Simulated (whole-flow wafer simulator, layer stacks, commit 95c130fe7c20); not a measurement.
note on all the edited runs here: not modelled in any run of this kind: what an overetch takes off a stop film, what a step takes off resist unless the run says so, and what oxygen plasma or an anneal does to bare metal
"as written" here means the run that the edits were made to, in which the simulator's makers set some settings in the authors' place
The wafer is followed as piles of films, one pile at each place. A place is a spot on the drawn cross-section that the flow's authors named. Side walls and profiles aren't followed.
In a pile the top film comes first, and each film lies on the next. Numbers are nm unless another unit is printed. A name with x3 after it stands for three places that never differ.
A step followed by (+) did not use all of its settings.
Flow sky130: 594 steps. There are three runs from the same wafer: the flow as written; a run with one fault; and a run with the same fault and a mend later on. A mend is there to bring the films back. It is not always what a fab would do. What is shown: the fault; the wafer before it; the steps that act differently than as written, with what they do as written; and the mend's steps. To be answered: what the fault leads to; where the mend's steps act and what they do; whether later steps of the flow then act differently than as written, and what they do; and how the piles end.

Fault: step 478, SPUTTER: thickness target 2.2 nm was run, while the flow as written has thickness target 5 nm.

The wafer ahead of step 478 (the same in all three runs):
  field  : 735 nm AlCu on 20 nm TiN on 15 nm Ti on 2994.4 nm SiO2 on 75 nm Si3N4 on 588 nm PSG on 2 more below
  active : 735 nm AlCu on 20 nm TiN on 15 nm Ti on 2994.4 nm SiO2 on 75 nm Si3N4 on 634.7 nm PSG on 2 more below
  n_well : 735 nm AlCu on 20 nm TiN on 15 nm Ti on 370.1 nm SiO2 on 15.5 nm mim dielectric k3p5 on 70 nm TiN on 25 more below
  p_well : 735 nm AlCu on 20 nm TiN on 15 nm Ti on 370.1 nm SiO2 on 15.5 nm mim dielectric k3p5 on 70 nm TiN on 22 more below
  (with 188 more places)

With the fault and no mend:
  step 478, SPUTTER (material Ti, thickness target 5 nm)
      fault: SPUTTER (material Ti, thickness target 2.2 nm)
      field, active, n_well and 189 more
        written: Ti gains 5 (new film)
        fault: Ti gains 2.2 (new film)
  Steps later in the flow that act otherwise than as written (not shown: 12 more steps that differ only slightly, by at most 2% or 0.5 nm, whichever is larger):
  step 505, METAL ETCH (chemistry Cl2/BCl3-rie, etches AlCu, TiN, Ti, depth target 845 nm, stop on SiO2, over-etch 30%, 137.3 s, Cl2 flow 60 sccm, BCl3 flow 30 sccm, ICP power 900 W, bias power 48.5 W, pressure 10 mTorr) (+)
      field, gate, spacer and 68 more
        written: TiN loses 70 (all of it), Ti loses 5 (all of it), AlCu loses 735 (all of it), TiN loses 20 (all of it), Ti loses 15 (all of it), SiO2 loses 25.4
        fault: TiN loses 70 (all of it), Ti loses 2.2 (all of it), AlCu loses 735 (all of it), TiN loses 20 (all of it), Ti loses 15 (all of it), SiO2 loses 25.6
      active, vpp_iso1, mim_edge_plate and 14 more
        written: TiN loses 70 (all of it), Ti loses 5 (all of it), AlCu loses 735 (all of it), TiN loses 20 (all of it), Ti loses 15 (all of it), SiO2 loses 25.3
        fault: TiN loses 70 (all of it), Ti loses 2.2 (all of it), AlCu loses 735 (all of it), TiN loses 20 (all of it), Ti loses 15 (all of it), SiO2 loses 25.6
  The piles end different from the flow's at n_well, p_well, gate_hv and 102 more by more than 2% or 0.5 nm, whichever is larger.
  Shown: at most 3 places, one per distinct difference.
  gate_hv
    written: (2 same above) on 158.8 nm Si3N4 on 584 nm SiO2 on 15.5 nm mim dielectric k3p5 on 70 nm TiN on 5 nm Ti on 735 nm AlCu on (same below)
    fault: (2 same above) on 158.8 nm Si3N4 on 586.8 nm SiO2 on 15.5 nm mim dielectric k3p5 on 70 nm TiN on 2.2 nm Ti on 735 nm AlCu on (same below)
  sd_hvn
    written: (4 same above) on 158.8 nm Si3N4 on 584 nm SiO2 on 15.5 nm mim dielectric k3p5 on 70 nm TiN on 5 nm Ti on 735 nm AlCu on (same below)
    fault: (4 same above) on 158.8 nm Si3N4 on 586.8 nm SiO2 on 15.5 nm mim dielectric k3p5 on 70 nm TiN on 2.2 nm Ti on 735 nm AlCu on (same below)
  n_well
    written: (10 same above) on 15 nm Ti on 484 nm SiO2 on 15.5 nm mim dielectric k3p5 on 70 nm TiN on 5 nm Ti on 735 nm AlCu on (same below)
    fault: (10 same above) on 15 nm Ti on 486.8 nm SiO2 on 15.5 nm mim dielectric k3p5 on 70 nm TiN on 2.2 nm Ti on 735 nm AlCu on (same below)

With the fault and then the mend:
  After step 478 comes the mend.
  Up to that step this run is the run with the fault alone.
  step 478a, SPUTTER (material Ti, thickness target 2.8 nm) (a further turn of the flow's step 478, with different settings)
      field, active, n_well and 189 more
        Ti gains 2.8
  Every later step of the flow that is run acts as written at every place that is followed.
  By the end, the piles equal the flow's at every place that both follow.
